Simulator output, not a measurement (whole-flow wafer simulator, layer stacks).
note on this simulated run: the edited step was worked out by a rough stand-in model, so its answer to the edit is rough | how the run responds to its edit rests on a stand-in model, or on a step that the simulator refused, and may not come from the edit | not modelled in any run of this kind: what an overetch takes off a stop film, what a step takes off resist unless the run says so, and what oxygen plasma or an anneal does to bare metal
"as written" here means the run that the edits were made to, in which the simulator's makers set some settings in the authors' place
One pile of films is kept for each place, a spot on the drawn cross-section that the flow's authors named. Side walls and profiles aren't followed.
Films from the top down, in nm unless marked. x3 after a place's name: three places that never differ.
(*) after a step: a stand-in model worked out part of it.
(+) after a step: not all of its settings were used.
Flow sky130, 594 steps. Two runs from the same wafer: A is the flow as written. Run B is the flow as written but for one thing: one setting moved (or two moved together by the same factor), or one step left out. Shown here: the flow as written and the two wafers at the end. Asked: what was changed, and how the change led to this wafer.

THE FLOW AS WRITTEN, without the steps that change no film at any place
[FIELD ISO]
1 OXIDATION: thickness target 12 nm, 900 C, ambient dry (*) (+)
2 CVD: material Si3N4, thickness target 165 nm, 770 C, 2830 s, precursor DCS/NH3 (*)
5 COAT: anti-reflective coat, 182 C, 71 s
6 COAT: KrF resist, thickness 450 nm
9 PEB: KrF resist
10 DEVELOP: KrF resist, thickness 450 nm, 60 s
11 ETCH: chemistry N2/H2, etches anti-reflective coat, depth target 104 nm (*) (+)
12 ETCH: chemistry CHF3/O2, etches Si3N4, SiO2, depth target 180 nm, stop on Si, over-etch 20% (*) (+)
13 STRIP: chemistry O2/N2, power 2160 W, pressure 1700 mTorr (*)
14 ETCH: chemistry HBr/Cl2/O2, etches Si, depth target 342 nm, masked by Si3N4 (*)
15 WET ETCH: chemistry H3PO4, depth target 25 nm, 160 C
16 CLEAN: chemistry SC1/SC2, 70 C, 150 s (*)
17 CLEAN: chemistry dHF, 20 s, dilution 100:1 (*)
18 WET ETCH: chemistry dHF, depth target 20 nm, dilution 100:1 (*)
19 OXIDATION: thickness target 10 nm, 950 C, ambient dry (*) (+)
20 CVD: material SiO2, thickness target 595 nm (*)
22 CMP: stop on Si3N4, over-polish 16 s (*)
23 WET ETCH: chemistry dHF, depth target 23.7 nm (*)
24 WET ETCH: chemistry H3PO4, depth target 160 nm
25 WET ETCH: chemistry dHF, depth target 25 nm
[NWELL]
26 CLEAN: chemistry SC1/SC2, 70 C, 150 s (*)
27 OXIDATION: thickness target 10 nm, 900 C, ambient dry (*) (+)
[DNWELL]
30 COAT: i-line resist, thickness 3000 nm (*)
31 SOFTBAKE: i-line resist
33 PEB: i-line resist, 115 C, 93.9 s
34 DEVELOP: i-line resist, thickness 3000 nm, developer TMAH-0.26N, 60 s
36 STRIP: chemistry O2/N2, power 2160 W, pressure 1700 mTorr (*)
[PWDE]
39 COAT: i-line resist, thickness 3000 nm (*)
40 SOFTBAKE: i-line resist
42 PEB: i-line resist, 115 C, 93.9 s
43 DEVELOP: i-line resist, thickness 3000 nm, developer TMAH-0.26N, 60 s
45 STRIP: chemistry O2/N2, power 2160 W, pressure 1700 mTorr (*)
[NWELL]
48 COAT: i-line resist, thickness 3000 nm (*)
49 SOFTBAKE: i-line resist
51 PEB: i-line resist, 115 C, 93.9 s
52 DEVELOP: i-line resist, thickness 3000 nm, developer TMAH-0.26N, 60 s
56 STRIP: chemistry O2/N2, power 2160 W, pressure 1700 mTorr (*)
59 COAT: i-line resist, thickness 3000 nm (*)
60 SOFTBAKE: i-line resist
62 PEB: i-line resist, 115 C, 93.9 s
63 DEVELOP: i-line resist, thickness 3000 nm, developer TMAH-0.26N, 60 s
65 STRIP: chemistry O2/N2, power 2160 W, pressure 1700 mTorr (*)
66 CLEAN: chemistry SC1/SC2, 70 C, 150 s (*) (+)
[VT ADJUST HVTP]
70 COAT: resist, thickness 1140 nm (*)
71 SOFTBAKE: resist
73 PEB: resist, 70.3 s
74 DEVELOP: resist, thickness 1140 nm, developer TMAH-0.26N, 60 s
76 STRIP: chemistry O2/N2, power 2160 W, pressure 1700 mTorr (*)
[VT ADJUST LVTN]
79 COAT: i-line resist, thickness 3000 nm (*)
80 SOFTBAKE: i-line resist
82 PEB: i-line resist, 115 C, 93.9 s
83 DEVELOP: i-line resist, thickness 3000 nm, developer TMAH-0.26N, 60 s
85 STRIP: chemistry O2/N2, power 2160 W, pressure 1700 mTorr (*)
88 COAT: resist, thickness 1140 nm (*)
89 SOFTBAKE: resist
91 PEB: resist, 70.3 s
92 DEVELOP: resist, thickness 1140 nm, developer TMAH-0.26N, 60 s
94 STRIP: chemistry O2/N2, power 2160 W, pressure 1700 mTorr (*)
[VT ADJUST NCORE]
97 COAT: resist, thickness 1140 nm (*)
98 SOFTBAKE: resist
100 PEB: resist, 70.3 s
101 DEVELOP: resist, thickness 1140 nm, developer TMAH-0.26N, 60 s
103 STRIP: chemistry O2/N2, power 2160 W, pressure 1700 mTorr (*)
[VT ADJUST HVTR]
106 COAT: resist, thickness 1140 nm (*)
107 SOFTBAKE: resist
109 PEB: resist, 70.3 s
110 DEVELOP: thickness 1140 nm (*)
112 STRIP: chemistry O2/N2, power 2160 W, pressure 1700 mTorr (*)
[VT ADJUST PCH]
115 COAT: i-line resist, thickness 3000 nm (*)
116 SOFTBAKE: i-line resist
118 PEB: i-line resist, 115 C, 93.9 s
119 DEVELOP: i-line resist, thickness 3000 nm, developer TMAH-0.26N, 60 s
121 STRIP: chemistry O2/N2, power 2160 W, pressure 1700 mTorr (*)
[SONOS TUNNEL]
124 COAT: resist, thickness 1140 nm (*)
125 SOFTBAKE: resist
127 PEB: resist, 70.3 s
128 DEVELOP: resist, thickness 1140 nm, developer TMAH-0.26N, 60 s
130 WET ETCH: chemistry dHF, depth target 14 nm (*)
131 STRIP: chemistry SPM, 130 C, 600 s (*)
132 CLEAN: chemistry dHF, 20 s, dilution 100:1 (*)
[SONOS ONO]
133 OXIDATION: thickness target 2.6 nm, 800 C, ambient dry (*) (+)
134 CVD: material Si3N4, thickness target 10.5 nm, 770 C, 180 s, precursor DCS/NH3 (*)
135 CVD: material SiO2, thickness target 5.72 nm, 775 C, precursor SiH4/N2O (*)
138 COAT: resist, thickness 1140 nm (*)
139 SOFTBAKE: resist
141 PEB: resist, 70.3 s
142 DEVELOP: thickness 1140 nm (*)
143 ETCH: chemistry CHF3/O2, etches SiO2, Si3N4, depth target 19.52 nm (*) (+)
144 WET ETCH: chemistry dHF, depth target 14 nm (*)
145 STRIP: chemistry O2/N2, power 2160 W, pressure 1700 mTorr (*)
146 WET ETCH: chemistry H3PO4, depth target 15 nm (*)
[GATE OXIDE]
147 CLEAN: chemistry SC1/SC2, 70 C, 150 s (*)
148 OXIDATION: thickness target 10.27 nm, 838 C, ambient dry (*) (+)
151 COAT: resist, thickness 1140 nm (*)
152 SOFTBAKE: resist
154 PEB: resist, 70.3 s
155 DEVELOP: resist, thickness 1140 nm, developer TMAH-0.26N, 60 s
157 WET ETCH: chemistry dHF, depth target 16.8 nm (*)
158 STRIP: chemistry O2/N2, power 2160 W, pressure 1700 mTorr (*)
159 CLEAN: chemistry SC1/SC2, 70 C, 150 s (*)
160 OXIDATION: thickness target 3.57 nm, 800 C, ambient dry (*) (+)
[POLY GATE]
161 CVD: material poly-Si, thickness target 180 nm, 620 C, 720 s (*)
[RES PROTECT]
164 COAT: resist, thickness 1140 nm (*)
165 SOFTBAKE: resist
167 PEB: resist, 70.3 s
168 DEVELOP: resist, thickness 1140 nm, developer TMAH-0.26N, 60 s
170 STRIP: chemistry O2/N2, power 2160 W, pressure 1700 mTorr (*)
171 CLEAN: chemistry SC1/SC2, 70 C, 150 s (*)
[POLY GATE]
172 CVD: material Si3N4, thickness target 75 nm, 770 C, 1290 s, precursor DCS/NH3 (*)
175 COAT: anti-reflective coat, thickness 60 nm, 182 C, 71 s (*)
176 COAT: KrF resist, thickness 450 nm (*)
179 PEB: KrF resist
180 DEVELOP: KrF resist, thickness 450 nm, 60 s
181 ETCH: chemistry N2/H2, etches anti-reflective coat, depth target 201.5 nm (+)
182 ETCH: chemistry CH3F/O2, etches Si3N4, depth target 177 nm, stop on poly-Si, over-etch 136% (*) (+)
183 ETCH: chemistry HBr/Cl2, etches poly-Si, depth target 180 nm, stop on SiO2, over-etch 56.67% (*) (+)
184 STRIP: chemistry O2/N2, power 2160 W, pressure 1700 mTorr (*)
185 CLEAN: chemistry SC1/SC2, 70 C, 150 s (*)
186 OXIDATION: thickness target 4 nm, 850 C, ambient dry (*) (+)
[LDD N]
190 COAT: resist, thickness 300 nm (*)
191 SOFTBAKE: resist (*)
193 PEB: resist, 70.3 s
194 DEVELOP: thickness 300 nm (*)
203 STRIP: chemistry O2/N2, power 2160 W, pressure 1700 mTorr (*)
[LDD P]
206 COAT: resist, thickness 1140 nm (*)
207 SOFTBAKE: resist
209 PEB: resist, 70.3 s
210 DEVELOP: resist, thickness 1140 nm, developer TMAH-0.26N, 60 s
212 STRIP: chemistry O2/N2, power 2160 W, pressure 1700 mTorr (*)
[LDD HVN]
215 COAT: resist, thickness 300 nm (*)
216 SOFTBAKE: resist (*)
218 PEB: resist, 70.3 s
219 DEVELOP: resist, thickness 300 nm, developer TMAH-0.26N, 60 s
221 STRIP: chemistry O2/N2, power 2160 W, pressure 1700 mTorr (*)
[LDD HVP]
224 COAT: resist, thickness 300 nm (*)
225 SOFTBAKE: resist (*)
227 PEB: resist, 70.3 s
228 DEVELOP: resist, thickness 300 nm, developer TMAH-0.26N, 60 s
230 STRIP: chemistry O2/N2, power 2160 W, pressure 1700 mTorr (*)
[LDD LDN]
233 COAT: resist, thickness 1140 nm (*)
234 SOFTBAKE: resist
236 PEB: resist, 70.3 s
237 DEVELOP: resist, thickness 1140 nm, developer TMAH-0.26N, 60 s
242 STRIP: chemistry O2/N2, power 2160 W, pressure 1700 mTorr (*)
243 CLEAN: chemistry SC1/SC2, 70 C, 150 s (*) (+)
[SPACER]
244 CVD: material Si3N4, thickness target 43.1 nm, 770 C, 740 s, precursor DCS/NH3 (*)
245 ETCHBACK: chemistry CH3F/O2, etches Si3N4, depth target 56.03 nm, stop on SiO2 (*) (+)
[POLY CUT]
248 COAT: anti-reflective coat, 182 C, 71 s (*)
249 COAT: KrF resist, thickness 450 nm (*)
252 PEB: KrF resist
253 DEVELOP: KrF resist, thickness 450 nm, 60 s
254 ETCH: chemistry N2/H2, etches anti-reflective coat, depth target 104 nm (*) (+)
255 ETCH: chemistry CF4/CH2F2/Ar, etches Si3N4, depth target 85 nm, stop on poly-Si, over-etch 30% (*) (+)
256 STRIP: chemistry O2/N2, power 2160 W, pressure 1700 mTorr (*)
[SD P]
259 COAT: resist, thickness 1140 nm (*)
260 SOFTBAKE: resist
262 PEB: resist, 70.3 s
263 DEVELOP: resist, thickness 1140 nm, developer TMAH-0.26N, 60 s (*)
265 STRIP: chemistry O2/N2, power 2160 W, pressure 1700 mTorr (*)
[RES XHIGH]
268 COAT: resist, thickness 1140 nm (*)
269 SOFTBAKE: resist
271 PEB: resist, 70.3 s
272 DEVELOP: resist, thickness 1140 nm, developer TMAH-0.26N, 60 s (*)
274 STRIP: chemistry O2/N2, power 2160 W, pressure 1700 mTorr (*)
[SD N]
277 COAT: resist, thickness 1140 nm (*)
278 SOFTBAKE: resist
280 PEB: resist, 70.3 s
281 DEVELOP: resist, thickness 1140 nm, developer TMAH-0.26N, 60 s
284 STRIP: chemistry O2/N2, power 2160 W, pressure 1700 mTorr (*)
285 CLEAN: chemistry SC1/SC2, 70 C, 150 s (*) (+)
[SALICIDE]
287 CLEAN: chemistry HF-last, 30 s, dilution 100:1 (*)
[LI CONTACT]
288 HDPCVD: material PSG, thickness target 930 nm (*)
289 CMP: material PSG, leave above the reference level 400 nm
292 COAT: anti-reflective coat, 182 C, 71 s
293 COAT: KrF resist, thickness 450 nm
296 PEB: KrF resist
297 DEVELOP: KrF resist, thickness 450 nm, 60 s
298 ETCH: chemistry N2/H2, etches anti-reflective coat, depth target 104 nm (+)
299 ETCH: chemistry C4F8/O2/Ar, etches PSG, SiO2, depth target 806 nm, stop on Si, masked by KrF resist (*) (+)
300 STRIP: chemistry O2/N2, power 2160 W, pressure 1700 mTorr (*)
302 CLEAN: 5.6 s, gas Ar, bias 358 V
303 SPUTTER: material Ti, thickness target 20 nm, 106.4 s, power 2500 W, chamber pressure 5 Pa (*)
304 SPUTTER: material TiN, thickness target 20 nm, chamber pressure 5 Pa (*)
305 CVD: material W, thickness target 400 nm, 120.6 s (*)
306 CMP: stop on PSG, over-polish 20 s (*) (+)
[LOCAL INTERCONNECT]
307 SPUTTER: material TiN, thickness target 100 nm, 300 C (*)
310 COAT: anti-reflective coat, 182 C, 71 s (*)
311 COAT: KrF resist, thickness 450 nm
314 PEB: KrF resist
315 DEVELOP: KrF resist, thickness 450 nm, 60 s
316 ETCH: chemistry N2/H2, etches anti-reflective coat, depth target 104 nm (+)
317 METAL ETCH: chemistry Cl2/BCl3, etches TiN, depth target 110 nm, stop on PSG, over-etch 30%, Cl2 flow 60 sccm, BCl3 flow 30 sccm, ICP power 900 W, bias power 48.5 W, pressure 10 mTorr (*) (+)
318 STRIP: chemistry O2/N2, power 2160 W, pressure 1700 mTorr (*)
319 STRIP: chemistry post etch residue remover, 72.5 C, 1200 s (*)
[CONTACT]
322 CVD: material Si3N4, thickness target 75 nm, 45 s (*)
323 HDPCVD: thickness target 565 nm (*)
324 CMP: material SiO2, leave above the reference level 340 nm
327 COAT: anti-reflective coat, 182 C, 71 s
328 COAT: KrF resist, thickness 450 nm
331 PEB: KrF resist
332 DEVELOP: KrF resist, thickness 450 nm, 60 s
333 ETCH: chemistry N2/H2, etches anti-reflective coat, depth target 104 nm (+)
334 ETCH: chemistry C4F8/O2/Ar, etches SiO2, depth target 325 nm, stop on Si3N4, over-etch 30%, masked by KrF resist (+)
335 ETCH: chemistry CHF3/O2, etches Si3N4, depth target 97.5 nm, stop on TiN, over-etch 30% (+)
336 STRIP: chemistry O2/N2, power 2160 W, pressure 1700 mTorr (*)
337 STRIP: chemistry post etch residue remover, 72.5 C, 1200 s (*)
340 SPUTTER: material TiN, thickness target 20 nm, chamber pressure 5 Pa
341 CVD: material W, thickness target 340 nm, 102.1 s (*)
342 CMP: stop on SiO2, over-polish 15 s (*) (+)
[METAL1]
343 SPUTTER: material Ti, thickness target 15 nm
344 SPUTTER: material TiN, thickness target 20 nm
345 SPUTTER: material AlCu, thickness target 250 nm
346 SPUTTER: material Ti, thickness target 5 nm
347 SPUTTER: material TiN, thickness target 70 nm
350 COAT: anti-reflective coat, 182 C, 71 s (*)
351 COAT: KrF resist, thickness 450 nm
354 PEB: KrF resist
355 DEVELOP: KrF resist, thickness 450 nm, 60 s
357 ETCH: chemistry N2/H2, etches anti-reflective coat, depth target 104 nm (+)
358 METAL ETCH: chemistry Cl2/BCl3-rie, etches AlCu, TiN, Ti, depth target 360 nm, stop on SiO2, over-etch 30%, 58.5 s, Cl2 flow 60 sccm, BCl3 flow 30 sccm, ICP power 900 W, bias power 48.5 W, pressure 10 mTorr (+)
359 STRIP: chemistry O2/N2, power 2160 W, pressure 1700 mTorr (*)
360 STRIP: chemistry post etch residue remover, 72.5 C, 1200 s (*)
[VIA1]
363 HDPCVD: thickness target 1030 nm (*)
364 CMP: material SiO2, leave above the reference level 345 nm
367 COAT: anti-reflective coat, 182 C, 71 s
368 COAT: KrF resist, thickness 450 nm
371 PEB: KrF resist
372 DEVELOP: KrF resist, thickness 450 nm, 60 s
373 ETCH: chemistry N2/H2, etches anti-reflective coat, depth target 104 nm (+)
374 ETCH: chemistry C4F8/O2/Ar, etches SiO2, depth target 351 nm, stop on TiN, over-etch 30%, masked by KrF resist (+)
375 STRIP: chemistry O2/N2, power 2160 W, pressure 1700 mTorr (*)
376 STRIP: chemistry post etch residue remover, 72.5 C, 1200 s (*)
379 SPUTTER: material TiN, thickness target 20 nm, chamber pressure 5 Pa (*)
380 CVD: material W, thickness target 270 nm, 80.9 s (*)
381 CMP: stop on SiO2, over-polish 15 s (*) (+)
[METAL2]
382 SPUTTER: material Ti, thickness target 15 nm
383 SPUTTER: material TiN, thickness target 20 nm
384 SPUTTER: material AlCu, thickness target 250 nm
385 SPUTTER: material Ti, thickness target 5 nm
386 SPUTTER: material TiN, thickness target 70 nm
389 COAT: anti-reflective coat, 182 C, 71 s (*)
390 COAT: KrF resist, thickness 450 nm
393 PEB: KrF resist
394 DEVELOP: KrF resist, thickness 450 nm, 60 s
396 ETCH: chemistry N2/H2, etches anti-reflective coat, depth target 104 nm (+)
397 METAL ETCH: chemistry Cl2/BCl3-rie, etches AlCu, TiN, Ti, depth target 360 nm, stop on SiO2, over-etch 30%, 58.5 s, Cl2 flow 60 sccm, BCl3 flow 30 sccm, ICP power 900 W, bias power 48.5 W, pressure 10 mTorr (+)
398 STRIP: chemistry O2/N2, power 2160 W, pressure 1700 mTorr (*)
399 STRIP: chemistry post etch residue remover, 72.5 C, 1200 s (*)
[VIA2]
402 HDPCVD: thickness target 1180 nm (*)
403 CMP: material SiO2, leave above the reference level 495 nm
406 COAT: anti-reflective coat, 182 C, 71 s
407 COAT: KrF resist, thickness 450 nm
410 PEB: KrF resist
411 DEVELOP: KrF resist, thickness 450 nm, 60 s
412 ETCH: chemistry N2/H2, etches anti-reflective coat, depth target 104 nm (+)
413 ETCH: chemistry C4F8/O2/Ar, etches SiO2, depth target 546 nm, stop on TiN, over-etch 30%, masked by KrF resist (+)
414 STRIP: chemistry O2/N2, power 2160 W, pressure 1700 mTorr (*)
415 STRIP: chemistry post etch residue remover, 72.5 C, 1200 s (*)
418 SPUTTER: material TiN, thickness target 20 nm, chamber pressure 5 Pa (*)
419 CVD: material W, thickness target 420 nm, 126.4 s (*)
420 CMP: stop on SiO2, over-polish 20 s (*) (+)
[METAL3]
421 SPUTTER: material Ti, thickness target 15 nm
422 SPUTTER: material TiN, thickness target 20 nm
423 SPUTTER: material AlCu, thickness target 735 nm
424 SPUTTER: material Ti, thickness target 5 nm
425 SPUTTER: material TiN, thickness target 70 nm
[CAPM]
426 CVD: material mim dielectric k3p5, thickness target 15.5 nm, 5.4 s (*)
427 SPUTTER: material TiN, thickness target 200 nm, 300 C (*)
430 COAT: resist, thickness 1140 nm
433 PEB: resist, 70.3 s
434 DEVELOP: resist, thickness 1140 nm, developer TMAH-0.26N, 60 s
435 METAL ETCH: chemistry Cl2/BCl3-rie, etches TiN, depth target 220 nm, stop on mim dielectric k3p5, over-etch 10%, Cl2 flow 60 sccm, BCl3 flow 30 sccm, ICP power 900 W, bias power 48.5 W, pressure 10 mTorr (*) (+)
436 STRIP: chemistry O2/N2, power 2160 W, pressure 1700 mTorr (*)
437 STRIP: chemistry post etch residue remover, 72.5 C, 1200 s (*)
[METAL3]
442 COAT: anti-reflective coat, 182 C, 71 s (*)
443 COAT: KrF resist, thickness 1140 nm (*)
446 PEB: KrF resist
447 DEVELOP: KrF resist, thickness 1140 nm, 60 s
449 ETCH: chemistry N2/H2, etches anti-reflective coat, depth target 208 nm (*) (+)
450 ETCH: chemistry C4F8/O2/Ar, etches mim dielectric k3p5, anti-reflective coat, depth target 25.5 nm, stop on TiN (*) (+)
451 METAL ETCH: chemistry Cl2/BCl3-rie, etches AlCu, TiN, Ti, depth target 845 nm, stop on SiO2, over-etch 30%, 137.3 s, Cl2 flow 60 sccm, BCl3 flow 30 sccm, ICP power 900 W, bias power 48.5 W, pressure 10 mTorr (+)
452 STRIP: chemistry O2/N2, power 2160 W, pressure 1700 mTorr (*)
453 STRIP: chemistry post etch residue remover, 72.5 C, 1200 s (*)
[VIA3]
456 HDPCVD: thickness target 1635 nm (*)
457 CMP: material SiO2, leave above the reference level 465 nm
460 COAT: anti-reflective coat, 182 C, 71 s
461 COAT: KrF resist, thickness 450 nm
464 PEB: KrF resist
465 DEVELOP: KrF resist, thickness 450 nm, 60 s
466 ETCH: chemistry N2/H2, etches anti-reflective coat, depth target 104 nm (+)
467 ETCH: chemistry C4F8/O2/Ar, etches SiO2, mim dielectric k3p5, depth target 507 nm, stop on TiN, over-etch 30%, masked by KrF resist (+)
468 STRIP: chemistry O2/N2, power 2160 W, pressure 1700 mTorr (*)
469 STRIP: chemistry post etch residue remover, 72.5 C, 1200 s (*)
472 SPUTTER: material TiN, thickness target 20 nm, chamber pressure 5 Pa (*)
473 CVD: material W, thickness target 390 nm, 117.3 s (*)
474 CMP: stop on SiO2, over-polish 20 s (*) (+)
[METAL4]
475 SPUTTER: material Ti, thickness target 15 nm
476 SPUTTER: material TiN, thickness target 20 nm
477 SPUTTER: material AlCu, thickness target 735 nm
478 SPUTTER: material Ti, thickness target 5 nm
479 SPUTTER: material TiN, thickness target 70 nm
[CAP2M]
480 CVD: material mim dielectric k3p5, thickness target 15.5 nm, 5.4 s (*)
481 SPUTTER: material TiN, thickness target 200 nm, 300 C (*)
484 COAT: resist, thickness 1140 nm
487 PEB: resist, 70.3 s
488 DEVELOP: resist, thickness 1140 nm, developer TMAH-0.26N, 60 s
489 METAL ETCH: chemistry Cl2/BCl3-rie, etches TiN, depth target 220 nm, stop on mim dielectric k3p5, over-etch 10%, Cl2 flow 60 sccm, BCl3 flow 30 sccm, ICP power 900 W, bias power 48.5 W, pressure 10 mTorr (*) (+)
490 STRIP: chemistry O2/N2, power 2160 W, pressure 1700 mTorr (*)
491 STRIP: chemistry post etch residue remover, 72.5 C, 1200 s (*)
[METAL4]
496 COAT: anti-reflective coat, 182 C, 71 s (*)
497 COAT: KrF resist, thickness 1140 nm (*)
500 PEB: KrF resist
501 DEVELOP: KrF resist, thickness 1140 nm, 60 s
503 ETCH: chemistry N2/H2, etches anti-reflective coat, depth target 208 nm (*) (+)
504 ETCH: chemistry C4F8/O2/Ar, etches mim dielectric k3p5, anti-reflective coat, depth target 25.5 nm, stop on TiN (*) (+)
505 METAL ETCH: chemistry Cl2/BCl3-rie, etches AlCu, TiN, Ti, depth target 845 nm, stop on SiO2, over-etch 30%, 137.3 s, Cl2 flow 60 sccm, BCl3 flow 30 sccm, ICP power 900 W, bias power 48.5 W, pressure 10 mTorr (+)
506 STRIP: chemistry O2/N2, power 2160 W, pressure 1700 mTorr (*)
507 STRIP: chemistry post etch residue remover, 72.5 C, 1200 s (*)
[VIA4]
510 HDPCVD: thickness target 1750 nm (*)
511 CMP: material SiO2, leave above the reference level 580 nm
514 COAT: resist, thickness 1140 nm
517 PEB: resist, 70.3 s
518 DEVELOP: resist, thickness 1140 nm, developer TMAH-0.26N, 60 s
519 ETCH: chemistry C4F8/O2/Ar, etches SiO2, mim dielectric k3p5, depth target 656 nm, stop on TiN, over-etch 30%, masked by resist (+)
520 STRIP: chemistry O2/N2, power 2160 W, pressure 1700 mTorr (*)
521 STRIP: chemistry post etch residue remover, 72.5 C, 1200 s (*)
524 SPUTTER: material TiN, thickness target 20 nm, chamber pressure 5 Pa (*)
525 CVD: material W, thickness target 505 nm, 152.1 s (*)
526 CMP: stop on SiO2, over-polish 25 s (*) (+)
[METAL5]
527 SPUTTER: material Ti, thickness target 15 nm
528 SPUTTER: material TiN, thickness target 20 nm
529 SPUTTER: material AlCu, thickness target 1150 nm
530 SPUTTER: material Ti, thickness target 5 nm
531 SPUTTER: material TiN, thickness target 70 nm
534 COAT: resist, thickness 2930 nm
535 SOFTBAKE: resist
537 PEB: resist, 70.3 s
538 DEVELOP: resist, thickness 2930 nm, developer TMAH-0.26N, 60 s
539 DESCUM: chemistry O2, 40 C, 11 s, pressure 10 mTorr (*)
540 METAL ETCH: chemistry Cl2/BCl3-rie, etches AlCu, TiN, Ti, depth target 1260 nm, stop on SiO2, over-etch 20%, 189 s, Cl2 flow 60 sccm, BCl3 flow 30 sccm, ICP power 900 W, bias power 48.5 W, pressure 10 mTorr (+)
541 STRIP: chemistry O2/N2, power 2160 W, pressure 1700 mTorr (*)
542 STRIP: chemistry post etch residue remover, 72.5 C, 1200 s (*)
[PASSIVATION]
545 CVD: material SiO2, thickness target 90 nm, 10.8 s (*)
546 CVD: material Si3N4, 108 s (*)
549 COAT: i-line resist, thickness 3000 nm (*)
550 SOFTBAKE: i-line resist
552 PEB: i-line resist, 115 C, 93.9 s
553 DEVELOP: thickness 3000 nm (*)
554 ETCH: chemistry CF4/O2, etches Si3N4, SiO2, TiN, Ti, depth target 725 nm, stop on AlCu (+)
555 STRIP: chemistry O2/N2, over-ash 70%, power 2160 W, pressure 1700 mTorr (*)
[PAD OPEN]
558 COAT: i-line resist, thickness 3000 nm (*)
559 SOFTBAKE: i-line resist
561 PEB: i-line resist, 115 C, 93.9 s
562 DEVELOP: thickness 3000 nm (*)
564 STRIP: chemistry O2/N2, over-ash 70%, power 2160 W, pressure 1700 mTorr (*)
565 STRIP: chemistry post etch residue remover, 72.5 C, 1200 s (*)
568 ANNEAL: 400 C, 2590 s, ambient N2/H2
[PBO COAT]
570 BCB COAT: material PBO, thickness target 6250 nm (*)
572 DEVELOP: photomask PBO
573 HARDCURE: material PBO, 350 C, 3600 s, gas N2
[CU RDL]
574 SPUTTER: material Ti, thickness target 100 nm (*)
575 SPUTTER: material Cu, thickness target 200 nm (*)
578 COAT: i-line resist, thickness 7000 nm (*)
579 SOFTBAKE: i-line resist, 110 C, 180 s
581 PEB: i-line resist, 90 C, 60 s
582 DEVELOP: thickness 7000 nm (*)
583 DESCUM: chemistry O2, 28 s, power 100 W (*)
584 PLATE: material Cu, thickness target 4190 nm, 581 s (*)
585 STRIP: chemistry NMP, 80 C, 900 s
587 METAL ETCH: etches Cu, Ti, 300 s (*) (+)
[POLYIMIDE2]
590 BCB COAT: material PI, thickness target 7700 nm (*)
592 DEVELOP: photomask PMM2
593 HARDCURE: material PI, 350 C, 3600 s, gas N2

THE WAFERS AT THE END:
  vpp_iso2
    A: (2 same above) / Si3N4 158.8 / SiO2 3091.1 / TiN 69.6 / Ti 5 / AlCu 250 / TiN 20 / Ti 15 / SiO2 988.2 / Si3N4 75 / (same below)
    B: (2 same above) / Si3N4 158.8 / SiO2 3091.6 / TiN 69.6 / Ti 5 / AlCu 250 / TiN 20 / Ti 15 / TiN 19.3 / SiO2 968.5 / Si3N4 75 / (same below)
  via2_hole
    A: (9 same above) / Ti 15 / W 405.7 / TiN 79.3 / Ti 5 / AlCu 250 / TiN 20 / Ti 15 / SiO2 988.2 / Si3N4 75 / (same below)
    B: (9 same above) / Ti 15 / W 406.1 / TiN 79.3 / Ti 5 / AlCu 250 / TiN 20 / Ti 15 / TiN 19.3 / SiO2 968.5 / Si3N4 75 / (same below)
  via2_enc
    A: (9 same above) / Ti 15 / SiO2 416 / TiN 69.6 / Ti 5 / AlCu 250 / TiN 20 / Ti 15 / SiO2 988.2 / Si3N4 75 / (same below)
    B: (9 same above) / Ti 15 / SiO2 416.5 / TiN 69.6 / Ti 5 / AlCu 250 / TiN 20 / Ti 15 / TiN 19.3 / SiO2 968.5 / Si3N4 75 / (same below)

The cause: step 363, HDPCVD: thickness target 618 nm was run, where the flow has thickness target 1030 nm.

How the change led to this, step by step:
  363 HDPCVD: thickness target 1030 nm (*)
      n_well, p_well, gate_hv and 104 more: A SiO2 +1030 (new film) | B SiO2 +618 (new film)
      field, active, gate and 81 more: A SiO2 +1030 | B SiO2 +618
  364 CMP: material SiO2, leave above the reference level 345 nm
      field, active, gate and 81 more: A SiO2 -389.1 | B nothing
      n_well, p_well, gate_hv and 100 more: A SiO2 -759.6 | B SiO2 -347.6
      (and at 4 more places)
  367 COAT: anti-reflective coat, 182 C, 71 s
      n_well, p_well, sd_n, sd_p, pad: A anti-reflective coat +80 (new film) | B anti-reflective coat +57.2 (new film)
      nwell_res, wcut_fox_nw, wcut_fox_nw_lv: A anti-reflective coat +80 (new film) | B anti-reflective coat +72.8 (new film)
      (and at 90 more places)
  368 COAT: KrF resist, thickness 450 nm
      varactor_hvt_edge: A KrF resist +450 (new film) | B KrF resist +440.9 (new film)
  373 ETCH: chemistry N2/H2, etches anti-reflective coat, depth target 104 nm (+)
      field, active, n_well and 186 more: A KrF resist -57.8 | B KrF resist -51
      m1: A anti-reflective coat -80 (all of it), SiO2 -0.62 | B anti-reflective coat -66.7 (all of it), SiO2 -0.65
      (and at 1 more place)
  375 STRIP: chemistry O2/N2, power 2160 W, pressure 1700 mTorr (*)
      dice_street, drift_dnw_fp, gate_p_hv and 44 more: A KrF resist -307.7 (all of it), anti-reflective coat -80 (all of it) | B KrF resist -314.4 (all of it), anti-reflective coat -80 (all of it)
      n_well, p_well, sd_n, sd_p, pad: A KrF resist -307.7 (all of it), anti-reflective coat -80 (all of it) | B KrF resist -314.7 (all of it), anti-reflective coat -57.2 (all of it)
      (and at 129 more places)
  380 CVD: material W, thickness target 270 nm, 80.9 s (*)
      m1: A W +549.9 (new film) | B W +526.5 (new film)
  381 CMP: stop on SiO2, over-polish 15 s (*) (+)
      field, active, gate and 81 more: A W -270 (all of it), TiN -20 (all of it), SiO2 -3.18 | B W -270 (all of it), TiN -0.71
      m1: A W -293.6 | B W -270.7
  397 METAL ETCH: chemistry Cl2/BCl3-rie, etches AlCu, TiN, Ti, depth target 360 nm, stop on SiO2, over-etch 30%, 58.5 s, Cl2 flow 60 sccm, BCl3 flow 30 sccm, ICP power 900 W, bias power 48.5 W, pressure 10 mTorr (+)
      field, active, gate and 77 more: A TiN -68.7 (all of it), Ti -5 (all of it), AlCu -250 (all of it), TiN -20 (all of it), Ti -15 (all of it), SiO2 -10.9 | B TiN -68.7 (all of it), Ti -5 (all of it), AlCu -250 (all of it), TiN -20 (all of it), Ti -15 (all of it), TiN -19.3 (all of it), SiO2 -9
  403 CMP: material SiO2, leave above the reference level 495 nm
      field, active, gate and 77 more: A SiO2 -389.1 | B SiO2 -371.2
